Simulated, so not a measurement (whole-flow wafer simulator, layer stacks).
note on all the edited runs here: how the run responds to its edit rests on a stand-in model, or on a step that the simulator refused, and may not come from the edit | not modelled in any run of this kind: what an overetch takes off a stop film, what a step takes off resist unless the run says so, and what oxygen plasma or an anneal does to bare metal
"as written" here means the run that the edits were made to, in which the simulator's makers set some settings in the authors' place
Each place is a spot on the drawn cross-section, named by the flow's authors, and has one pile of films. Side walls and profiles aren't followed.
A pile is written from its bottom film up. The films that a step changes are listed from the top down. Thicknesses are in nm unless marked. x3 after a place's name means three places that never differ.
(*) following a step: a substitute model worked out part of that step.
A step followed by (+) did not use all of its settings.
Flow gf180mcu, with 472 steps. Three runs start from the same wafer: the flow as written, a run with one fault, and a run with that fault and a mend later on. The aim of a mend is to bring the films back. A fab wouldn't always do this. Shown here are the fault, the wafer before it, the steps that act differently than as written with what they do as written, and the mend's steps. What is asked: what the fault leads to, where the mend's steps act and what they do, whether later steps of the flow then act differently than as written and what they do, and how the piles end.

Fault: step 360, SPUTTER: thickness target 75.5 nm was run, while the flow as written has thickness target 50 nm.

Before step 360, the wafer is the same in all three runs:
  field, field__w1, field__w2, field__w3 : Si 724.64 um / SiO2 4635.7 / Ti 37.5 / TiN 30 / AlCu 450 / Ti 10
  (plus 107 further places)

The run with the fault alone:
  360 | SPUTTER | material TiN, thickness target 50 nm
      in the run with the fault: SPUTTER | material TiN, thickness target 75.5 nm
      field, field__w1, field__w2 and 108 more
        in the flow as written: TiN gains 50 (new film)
        in the run with the fault: TiN gains 75.5 (new film)
  Steps further on in the flow that do not act as written (not shown: 3 more steps that differ only slightly, by at most 2% or 0.5 nm, whichever is larger):
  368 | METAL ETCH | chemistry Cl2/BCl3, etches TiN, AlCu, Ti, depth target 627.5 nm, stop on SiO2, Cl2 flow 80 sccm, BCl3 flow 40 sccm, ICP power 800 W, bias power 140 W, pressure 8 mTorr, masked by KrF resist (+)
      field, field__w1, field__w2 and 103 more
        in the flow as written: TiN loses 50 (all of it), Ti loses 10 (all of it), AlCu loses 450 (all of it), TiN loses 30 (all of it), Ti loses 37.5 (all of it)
        in the run with the fault: TiN loses 75.5 (all of it), Ti loses 10 (all of it), AlCu loses 450 (all of it), TiN loses 30 (all of it), Ti loses 37.5 (all of it)
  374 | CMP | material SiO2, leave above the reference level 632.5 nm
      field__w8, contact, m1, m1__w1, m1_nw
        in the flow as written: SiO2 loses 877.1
        in the run with the fault: SiO2 loses 902.6
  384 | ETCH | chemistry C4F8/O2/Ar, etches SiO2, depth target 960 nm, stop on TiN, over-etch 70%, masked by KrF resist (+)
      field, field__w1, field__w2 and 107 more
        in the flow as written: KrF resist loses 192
        in the run with the fault: KrF resist loses 186
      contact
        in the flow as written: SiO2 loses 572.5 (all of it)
        in the run with the fault: SiO2 loses 547 (all of it)
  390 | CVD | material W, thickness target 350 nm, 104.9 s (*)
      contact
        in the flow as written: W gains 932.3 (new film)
        in the run with the fault: W gains 906.5 (new film)
  By the end, the piles at field__w8, contact, m1, m1__w1, m1_nw depart from the flow's by more than 2% or 0.5 nm, whichever is larger.
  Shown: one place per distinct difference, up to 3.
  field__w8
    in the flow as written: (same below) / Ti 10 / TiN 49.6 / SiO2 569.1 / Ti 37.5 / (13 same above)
    in the run with the fault: (same below) / Ti 10 / TiN 75.1 / SiO2 543.6 / Ti 37.5 / (13 same above)
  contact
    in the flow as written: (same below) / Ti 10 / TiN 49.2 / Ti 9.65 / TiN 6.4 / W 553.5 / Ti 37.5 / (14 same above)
    in the run with the fault: (same below) / Ti 10 / TiN 74.7 / Ti 9.8 / TiN 6.5 / W 527.8 / Ti 37.5 / (14 same above)

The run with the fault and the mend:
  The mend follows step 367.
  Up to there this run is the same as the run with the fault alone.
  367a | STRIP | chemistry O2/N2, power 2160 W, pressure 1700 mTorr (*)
      field__w8, contact, m1, m1__w1, m1_nw
        KrF resist loses 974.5 (all of it)
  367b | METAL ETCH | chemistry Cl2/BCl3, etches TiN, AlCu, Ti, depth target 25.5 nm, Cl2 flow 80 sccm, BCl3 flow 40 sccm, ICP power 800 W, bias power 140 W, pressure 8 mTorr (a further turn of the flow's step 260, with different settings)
      field, field__w1, field__w2 and 108 more
        TiN loses 25.5
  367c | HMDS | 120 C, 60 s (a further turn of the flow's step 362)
      alters no film at any place that is followed
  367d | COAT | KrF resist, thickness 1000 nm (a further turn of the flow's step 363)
      field, field__w1, field__w2 and 108 more
        KrF resist gains 1000 (new film)
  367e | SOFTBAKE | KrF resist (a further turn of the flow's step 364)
      alters no film at any place that is followed
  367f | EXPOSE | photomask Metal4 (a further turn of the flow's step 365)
      alters no film at any place that is followed
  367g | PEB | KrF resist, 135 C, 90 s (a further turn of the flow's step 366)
      field, field__w1, field__w2 and 108 more
        KrF resist loses 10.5
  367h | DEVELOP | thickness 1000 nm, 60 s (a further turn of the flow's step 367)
      field, field__w1, field__w2 and 103 more
        KrF resist loses 989.5 (all of it)
      field__w8, contact, m1, m1__w1, m1_nw
        KrF resist loses 14.9
  Later steps of the flow that are run all act as written at every place that is followed.
  The piles end the same as the flow's at every place that both follow.
